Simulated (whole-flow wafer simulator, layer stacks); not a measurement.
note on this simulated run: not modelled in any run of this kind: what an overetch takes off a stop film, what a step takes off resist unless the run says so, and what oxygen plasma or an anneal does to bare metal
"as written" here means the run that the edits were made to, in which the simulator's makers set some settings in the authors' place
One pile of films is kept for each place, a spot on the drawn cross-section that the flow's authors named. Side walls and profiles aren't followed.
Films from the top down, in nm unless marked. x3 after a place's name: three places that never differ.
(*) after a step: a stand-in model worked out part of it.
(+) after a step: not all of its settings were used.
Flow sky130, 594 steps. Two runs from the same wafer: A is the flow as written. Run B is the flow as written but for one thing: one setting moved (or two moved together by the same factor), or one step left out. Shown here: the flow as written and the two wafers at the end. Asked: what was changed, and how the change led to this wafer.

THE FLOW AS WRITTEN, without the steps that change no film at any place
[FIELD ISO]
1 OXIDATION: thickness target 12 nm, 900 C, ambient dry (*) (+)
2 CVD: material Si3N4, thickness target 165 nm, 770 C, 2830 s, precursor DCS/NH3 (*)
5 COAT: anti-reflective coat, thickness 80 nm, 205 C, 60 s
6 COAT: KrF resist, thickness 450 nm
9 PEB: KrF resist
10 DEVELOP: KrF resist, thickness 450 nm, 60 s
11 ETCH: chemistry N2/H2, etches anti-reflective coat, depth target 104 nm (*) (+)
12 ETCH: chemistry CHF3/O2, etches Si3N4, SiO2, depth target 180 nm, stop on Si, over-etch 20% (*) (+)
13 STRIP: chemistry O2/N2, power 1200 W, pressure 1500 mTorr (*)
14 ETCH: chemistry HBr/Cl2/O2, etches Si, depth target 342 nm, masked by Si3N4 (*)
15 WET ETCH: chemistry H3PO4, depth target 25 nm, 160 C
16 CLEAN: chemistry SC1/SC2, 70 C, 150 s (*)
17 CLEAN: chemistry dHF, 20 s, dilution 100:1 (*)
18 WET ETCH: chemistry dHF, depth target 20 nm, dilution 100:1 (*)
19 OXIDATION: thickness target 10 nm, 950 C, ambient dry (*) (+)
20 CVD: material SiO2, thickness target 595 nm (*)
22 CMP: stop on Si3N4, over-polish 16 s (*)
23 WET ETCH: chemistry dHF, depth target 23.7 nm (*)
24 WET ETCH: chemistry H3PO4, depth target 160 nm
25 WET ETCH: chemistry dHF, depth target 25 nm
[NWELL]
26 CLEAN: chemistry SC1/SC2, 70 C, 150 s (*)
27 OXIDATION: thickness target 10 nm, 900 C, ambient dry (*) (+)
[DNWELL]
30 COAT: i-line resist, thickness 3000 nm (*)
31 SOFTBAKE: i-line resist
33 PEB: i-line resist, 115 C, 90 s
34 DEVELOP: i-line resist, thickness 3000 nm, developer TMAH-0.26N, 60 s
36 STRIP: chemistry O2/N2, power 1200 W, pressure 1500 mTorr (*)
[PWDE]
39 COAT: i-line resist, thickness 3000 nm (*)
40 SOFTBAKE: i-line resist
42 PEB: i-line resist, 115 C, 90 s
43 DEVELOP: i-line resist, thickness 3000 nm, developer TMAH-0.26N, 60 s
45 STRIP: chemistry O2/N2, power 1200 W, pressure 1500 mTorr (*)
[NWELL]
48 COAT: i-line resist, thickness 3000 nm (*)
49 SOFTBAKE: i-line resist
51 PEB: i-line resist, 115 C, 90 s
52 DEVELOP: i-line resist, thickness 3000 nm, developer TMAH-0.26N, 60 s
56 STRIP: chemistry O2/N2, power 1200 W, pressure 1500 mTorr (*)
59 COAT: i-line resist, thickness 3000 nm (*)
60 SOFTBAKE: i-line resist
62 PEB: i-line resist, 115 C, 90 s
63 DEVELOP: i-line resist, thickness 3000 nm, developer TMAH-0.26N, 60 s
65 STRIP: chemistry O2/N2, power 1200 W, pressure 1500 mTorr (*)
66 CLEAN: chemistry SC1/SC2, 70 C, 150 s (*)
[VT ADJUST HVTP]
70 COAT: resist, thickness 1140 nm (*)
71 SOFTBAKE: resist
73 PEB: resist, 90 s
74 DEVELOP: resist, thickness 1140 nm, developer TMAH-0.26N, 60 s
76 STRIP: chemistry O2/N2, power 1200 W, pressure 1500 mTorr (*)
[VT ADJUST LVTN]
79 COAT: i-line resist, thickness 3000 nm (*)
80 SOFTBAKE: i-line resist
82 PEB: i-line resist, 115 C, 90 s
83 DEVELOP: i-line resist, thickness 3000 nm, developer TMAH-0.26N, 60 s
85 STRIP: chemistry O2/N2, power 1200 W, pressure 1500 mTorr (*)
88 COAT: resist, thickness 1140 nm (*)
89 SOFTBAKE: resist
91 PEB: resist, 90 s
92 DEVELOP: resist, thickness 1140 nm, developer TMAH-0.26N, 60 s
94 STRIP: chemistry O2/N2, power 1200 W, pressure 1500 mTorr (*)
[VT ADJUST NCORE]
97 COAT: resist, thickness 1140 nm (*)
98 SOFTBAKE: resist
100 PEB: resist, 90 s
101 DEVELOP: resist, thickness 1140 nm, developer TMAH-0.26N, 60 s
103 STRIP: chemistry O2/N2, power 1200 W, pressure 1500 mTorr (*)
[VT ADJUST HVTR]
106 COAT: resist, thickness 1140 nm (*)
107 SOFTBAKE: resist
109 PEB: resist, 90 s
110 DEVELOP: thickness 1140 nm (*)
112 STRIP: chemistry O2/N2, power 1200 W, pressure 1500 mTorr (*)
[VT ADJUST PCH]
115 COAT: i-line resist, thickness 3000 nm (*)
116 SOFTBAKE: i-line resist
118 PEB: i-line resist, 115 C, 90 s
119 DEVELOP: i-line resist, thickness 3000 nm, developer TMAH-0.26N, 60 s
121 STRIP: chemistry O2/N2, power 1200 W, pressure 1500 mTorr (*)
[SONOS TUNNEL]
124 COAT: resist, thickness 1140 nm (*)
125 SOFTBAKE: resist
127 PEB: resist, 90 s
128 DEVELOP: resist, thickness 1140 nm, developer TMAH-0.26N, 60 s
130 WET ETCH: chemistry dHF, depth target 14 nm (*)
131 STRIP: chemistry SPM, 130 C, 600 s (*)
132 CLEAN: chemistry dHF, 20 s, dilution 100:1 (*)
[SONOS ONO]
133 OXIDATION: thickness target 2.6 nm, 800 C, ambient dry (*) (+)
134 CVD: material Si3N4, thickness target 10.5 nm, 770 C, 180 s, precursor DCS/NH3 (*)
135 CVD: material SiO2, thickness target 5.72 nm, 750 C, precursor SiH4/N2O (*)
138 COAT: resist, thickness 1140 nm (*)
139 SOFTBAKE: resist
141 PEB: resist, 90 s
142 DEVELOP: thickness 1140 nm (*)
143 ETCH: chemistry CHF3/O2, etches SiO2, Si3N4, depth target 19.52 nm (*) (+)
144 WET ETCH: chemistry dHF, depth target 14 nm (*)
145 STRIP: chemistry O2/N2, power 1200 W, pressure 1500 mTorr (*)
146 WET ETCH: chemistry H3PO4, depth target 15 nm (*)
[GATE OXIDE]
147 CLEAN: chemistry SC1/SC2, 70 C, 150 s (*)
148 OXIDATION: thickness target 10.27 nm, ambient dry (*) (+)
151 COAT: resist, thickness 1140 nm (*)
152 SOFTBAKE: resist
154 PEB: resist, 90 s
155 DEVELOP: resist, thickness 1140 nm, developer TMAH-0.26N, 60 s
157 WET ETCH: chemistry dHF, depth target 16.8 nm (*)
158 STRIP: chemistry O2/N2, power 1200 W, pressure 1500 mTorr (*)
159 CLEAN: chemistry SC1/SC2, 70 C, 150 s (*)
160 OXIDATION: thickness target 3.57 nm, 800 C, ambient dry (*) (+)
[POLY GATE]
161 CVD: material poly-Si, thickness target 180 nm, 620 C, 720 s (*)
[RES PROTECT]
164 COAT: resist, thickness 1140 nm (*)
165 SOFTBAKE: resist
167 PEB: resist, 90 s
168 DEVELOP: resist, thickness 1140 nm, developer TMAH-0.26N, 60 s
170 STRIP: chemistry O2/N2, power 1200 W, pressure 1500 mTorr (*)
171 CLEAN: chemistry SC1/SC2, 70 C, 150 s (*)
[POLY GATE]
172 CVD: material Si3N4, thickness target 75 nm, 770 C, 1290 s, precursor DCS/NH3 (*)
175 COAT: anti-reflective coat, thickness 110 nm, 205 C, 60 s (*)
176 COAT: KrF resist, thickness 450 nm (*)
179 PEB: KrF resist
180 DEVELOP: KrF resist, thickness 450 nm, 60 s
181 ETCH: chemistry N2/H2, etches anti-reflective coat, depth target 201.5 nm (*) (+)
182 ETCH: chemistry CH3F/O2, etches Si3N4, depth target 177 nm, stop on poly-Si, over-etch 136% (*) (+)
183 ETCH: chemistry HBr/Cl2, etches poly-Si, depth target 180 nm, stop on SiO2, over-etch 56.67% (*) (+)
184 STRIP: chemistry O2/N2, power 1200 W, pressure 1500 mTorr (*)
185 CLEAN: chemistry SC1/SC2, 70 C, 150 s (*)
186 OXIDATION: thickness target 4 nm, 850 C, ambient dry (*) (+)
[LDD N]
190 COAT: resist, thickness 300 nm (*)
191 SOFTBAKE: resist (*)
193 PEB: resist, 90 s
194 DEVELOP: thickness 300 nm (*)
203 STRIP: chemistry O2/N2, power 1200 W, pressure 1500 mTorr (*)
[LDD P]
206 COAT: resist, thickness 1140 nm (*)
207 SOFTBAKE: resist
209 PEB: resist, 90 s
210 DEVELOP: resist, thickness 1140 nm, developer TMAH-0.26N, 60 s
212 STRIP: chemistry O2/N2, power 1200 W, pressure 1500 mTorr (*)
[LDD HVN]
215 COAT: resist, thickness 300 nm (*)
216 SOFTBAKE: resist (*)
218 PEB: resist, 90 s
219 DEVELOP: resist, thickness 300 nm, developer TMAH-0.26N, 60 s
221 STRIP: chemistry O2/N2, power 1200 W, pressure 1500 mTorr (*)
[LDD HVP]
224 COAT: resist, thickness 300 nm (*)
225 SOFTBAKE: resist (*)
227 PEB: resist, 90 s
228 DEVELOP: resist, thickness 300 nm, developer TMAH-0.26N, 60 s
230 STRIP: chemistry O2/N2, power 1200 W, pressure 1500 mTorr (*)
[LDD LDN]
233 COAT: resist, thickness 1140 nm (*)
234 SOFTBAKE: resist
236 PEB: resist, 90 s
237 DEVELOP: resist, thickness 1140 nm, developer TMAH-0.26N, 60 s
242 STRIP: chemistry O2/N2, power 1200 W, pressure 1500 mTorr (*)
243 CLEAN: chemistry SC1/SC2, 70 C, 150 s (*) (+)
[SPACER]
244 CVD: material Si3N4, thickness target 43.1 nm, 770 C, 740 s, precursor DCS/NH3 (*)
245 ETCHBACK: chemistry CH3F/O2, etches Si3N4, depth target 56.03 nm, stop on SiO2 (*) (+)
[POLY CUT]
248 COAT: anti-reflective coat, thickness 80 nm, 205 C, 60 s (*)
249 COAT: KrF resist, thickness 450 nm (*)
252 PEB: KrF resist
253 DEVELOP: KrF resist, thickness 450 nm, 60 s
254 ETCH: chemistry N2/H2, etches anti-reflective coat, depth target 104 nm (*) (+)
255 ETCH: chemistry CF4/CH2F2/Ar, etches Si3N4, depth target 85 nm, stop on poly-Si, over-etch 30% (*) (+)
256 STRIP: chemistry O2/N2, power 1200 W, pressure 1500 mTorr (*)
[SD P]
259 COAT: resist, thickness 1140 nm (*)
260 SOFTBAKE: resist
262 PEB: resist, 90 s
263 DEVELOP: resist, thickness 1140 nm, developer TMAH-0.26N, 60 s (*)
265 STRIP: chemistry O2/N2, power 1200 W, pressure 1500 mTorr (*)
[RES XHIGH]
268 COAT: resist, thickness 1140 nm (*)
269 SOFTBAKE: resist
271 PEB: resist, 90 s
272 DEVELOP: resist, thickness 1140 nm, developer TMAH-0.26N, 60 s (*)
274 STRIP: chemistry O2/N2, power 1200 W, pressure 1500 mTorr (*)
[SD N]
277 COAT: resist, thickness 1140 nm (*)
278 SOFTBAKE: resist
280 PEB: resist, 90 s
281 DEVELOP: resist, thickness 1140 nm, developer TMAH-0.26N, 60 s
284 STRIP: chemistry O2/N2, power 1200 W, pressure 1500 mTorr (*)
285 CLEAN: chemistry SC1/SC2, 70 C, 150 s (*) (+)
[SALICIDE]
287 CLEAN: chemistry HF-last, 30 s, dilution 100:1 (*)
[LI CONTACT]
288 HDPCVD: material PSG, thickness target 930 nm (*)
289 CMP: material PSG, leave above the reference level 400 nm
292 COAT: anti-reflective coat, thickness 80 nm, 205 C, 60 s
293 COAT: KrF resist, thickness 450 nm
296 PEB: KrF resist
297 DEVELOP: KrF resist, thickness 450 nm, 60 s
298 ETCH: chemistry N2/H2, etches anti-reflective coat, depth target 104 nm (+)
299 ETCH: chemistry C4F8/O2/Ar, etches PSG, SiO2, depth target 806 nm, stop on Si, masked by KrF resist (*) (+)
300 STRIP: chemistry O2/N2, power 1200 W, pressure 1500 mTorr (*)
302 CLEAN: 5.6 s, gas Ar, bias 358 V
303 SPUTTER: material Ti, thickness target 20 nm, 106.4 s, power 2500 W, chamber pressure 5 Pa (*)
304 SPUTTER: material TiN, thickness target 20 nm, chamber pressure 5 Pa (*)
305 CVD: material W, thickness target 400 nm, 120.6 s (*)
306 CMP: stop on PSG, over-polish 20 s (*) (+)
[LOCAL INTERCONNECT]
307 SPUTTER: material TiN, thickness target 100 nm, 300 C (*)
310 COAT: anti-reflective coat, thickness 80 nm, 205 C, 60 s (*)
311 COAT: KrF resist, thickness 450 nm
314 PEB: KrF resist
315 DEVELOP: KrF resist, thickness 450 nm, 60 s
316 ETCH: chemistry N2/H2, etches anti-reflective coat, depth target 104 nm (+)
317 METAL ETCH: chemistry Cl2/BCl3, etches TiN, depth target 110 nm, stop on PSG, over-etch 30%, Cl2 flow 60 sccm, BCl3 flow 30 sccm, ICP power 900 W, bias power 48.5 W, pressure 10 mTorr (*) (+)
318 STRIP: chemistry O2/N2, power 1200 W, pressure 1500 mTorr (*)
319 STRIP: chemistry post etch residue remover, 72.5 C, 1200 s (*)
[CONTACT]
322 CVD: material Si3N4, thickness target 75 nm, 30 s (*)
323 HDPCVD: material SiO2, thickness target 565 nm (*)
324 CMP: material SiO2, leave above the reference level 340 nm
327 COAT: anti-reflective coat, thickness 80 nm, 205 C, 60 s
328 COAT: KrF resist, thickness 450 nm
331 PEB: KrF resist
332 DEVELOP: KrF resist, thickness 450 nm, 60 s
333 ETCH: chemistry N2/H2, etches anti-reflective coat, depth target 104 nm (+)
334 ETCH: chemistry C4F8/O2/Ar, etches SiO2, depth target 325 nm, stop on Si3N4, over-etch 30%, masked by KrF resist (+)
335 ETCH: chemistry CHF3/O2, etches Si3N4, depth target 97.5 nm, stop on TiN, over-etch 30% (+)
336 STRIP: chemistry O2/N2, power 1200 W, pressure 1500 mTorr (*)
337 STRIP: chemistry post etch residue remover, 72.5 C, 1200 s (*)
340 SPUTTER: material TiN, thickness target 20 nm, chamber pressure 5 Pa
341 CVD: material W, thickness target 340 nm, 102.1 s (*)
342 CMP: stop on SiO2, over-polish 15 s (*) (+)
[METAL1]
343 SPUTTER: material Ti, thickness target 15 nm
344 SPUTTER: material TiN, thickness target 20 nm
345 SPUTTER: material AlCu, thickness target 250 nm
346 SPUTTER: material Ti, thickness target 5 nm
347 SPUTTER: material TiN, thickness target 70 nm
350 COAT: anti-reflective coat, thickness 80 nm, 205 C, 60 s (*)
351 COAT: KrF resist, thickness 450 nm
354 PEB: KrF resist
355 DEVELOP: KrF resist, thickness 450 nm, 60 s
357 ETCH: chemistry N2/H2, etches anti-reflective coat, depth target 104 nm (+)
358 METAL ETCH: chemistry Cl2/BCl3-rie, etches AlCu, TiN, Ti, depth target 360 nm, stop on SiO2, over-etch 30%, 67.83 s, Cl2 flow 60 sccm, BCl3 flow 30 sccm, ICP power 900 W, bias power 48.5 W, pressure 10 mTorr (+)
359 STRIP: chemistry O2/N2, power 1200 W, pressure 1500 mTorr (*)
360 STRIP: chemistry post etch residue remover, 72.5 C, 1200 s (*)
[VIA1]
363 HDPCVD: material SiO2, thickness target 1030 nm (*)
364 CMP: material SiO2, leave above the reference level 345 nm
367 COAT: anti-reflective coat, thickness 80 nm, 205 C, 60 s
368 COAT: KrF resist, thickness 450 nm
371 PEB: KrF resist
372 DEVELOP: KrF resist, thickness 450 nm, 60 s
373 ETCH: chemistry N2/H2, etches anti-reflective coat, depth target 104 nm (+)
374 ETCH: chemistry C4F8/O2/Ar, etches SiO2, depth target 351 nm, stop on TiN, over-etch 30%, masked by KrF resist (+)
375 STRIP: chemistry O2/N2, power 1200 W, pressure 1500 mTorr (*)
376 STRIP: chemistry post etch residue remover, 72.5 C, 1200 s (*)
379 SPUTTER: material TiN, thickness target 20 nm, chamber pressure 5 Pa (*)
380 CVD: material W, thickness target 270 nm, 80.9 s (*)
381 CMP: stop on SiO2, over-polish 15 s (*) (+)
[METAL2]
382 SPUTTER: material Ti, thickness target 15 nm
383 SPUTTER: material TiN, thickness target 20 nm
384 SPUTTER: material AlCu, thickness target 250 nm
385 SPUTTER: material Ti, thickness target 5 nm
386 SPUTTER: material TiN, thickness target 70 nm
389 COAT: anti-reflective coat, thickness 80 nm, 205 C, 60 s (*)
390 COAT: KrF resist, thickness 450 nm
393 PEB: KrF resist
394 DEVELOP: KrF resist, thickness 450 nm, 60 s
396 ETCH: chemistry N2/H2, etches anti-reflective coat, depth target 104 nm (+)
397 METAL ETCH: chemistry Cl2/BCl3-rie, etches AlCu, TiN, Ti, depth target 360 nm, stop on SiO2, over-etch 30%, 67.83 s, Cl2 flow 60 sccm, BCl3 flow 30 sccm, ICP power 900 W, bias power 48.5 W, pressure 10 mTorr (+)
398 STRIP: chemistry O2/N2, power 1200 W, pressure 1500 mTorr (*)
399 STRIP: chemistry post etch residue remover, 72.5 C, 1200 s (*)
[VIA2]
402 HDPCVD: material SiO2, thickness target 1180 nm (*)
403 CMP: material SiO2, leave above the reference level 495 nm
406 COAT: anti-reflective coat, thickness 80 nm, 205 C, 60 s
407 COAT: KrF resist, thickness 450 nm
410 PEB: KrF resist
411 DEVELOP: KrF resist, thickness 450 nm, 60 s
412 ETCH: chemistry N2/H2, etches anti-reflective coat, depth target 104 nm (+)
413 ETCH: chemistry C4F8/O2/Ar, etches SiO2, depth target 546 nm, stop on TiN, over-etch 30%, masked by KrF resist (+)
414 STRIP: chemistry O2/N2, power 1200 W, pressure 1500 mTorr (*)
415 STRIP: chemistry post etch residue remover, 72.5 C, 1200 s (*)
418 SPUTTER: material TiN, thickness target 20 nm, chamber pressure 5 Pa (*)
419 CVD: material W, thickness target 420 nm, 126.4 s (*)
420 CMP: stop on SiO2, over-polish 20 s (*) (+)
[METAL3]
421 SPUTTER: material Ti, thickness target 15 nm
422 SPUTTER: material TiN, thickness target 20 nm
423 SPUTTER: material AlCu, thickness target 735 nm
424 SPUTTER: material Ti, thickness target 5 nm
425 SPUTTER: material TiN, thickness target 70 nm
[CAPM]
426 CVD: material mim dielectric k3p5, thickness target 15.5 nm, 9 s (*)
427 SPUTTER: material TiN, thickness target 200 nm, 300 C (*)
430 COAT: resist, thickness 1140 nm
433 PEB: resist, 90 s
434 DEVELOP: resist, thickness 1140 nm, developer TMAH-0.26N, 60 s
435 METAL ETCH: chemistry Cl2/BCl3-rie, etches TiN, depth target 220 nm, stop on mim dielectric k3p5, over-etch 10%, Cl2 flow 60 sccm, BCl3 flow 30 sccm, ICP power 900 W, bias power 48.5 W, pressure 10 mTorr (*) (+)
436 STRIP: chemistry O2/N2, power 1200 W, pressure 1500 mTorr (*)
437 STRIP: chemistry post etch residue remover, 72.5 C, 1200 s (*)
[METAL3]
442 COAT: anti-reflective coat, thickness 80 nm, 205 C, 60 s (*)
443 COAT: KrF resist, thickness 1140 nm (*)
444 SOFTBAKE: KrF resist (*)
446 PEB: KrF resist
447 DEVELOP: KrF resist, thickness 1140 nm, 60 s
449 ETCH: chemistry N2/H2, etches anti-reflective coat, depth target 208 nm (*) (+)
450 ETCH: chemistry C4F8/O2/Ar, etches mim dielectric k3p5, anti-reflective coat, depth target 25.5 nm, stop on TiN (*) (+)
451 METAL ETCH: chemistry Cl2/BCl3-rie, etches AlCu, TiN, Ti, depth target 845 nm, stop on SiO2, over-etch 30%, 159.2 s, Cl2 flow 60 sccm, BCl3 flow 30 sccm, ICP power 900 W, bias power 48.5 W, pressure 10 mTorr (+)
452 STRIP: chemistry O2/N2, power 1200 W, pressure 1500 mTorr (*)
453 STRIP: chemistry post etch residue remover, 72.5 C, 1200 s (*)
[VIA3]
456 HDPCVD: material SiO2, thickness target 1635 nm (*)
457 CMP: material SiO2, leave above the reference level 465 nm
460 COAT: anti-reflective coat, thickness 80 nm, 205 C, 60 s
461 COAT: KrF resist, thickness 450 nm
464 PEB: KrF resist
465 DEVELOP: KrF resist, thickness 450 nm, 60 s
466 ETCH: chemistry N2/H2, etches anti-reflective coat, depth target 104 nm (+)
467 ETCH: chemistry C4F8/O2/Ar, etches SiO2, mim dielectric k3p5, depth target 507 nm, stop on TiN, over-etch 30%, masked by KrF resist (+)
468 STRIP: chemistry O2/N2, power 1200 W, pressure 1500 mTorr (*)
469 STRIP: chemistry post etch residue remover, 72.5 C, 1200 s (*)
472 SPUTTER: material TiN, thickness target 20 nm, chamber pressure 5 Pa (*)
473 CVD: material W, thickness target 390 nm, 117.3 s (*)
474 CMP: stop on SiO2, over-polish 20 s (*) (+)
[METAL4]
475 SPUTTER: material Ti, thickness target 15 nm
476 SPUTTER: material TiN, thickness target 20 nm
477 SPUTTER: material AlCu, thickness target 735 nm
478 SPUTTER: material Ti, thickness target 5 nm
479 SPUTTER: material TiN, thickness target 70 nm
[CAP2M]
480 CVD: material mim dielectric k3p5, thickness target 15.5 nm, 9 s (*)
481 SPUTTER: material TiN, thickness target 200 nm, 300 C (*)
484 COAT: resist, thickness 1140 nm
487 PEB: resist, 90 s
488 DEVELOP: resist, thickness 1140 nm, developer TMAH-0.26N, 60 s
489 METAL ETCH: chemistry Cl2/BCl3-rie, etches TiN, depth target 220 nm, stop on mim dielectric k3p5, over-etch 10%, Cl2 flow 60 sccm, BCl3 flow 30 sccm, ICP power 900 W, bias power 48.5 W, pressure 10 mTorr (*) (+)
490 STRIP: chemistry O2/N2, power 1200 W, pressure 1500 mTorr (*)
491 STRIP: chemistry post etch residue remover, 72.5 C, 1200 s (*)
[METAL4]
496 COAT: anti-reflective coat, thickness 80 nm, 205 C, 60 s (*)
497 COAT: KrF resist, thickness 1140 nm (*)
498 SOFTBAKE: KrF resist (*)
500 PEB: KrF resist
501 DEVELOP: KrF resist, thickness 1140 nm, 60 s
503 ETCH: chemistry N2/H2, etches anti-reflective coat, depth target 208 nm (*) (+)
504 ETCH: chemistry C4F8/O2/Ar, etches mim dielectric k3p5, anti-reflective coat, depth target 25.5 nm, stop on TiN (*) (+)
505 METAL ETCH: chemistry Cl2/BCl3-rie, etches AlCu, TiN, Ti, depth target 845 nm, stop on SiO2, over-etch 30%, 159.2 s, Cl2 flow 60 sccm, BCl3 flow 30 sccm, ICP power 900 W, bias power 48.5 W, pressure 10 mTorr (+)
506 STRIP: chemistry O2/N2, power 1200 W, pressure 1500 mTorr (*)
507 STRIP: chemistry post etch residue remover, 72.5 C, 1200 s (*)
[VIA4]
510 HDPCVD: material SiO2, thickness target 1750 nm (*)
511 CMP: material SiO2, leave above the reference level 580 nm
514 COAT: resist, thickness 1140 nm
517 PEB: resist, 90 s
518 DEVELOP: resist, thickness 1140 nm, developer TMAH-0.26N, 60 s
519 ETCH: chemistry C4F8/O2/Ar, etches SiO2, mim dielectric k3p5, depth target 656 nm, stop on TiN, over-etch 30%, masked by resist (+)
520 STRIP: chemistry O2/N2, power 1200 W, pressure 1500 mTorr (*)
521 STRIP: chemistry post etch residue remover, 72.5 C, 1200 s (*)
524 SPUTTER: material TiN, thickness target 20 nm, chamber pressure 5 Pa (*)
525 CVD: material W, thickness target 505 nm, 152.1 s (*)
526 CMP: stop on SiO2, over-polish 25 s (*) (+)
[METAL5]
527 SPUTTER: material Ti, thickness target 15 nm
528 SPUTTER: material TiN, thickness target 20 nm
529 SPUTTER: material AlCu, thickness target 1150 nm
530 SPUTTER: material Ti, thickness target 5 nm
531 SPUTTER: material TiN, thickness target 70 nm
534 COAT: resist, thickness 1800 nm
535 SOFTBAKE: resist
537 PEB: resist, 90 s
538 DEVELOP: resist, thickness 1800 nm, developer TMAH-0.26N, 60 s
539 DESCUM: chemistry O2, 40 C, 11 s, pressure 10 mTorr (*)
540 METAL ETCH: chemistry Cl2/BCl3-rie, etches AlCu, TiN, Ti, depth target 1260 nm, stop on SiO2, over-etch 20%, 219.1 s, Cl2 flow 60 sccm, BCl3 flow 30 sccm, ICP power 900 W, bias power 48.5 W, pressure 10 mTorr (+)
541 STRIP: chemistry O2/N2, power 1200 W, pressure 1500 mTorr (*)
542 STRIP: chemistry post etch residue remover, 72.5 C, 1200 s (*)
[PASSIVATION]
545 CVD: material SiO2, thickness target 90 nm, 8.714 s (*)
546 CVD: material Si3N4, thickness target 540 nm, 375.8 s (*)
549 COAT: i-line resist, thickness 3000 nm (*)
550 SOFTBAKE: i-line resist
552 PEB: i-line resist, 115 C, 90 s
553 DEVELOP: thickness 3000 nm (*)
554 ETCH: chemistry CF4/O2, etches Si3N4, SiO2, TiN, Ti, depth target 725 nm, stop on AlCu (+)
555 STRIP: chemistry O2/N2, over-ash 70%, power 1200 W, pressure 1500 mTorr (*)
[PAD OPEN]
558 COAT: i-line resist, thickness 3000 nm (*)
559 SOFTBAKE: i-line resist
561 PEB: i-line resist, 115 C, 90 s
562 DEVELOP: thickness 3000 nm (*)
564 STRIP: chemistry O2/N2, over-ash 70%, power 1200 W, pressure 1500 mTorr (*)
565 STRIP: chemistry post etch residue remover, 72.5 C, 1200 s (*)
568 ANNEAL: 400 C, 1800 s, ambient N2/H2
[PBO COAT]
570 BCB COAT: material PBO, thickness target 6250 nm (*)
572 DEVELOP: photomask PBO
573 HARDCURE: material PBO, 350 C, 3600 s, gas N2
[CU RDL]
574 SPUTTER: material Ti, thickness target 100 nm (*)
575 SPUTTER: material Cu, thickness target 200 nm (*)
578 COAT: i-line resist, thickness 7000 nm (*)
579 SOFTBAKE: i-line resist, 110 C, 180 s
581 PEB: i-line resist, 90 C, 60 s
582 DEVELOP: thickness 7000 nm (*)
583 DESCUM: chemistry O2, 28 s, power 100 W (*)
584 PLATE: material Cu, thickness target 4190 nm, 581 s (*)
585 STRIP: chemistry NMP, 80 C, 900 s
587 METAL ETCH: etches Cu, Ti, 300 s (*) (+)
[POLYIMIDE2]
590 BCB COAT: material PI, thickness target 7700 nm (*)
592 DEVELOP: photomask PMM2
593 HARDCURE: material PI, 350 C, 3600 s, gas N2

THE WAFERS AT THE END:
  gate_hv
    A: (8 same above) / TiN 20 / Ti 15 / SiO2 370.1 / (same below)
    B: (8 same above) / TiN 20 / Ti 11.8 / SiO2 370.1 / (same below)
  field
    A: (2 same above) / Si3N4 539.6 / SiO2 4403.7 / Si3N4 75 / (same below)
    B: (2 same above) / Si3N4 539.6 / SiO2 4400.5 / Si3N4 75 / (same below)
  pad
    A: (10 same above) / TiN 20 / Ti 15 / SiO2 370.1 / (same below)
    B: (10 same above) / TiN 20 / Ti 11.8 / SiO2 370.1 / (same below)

The cause: step 475, SPUTTER: thickness target 11.8 nm was run, where the flow has thickness target 15 nm.
It can be read off the wafer: gate_hv has Ti 11.8, and step 475 as written asks for 15 nm.

How the change led to this, step by step:
  475 SPUTTER: material Ti, thickness target 15 nm
      field, active, n_well and 189 more: A Ti +15 (new film) | B Ti +11.8 (new film)
  505 METAL ETCH: chemistry Cl2/BCl3-rie, etches AlCu, TiN, Ti, depth target 845 nm, stop on SiO2, over-etch 30%, 159.2 s, Cl2 flow 60 sccm, BCl3 flow 30 sccm, ICP power 900 W, bias power 48.5 W, pressure 10 mTorr (+)
      field, active, gate and 70 more: A TiN -70 (all of it), Ti -5 (all of it), AlCu -735 (all of it), TiN -20 (all of it), Ti -15 (all of it), SiO2 -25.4 | B TiN -70 (all of it), Ti -5 (all of it), AlCu -735 (all of it), TiN -20 (all of it), Ti -11.8 (all of it), SiO2 -25.7
      vpp_iso1, mim_edge_plate, m1_ln and 12 more: A TiN -70 (all of it), Ti -5 (all of it), AlCu -735 (all of it), TiN -20 (all of it), Ti -15 (all of it), SiO2 -25.3 | B TiN -70 (all of it), Ti -5 (all of it), AlCu -735 (all of it), TiN -20 (all of it), Ti -11.8 (all of it), SiO2 -25.7
